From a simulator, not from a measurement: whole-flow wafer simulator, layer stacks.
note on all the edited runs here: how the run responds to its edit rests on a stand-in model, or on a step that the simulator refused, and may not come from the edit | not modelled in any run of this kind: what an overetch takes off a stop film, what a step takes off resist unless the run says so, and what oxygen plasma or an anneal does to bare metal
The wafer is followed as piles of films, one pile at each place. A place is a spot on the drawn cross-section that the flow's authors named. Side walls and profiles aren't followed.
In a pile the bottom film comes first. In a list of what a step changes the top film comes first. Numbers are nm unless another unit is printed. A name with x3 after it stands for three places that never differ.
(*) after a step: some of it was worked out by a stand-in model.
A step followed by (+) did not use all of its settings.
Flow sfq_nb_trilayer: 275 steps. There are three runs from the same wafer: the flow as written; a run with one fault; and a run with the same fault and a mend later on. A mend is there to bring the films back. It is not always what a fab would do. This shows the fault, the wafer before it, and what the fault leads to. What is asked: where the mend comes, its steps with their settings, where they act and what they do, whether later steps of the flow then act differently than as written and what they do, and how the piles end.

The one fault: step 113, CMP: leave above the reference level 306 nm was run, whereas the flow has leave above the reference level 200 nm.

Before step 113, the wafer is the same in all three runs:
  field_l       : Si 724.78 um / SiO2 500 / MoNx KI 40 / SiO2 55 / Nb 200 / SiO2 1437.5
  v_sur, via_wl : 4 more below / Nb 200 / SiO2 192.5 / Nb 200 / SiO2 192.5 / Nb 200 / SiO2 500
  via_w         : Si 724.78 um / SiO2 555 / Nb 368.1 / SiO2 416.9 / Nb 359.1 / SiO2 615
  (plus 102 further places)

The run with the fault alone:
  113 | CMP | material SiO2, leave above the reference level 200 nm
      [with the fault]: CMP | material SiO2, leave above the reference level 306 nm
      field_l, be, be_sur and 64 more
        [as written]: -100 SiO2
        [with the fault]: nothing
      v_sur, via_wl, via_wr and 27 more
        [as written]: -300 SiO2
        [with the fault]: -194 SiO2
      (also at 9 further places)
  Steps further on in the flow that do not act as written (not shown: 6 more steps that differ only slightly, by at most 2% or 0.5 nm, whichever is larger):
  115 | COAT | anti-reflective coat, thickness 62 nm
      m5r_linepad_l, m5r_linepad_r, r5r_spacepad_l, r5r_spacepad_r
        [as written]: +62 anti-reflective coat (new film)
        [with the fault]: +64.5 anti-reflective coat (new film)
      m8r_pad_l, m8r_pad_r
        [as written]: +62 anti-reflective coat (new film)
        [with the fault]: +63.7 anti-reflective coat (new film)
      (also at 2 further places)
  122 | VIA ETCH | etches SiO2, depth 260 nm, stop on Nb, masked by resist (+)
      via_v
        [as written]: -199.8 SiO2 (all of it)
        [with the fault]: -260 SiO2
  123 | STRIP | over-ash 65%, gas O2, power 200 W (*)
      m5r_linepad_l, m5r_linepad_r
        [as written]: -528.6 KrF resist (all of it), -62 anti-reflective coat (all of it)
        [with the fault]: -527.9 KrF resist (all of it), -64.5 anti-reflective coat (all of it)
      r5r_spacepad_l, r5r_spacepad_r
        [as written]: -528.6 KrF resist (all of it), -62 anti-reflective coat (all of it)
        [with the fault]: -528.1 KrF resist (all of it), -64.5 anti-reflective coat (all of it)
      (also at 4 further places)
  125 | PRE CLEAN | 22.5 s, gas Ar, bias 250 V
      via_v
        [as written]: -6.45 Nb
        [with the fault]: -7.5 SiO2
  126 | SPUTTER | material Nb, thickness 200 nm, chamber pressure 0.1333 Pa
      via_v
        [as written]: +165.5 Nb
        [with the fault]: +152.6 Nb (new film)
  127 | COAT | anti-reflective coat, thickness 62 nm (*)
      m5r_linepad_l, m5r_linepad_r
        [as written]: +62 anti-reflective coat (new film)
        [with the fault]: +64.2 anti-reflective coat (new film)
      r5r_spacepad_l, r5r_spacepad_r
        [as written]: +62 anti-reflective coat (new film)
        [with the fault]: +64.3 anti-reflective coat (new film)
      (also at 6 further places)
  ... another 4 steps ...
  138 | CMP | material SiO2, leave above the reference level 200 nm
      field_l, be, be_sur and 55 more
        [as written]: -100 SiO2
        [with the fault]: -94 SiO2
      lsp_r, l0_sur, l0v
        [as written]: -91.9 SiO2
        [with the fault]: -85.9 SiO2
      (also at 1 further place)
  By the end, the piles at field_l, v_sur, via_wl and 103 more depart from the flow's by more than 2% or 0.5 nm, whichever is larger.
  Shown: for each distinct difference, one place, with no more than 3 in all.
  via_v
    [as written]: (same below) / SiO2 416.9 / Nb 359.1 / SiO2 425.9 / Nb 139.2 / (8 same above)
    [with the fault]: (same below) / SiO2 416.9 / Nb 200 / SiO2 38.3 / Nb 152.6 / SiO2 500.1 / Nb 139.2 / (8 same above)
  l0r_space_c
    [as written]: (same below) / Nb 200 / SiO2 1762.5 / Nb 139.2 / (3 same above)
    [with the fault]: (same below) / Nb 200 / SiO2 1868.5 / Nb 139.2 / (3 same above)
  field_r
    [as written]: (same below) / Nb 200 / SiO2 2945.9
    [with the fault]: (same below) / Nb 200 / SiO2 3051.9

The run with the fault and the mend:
  The mend stands after step 120.
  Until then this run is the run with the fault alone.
  120a | STRIP | over-ash 65%, gas O2, power 200 W (*)
      res, r_end, moat and 6 more
        -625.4 KrF resist (all of it), -62 anti-reflective coat (all of it)
      m0r_line_l, m0r_line_r, m6r_line_l, m6r_line_r, m7r_line_l, m7r_line_r
        -626.1 KrF resist (all of it), -62.2 anti-reflective coat (all of it)
      m0r_space_l, m0r_space_r, m6r_space_l, m6r_space_r, m7r_space_l, m7r_space_r
        -625.7 KrF resist (all of it), -62.8 anti-reflective coat (all of it)
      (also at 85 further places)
  120b | CMP | material SiO2, leave above the reference level 200 nm (a further turn of the flow's step 113)
      field_l, be, be_sur and 64 more
        -100 SiO2
      v_sur, via_wl, via_w and 36 more
        -106 SiO2
  120c | COAT | anti-reflective coat, thickness 62 nm (a further turn of the flow's step 115)
      field_l, v_sur, via_wl and 103 more
        +62 anti-reflective coat (new film)
  120d | COAT | KrF resist, thickness 650 nm (a further turn of the flow's step 116)
      field_l, v_sur, via_wl and 103 more
        +650 KrF resist (new film)
  120e | SOFTBAKE | KrF resist (a further turn of the flow's step 117)
      alters no film at any place that is followed
  120f | EXPOSE | photomask I3, dose 11.91 mJ/cm2, NA 0.6, wavelength 248 nm (*) (a further turn of the flow's step 118)
      alters no film at any place that is followed
  120g | PEB | KrF resist, 90 s (a further turn of the flow's step 119)
      field_l, v_sur, via_wl and 103 more
        -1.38 KrF resist
  120h | DEVELOP | KrF resist, thickness 650 nm, 60 s (a further turn of the flow's step 120)
      field_l, v_sur, via_wl and 102 more
        -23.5 KrF resist
      via_v
        -648.6 KrF resist (all of it)
  Later steps of the flow that are run all act as written at every place that is followed.
  By the end, the piles equal the flow's at every place that both follow.
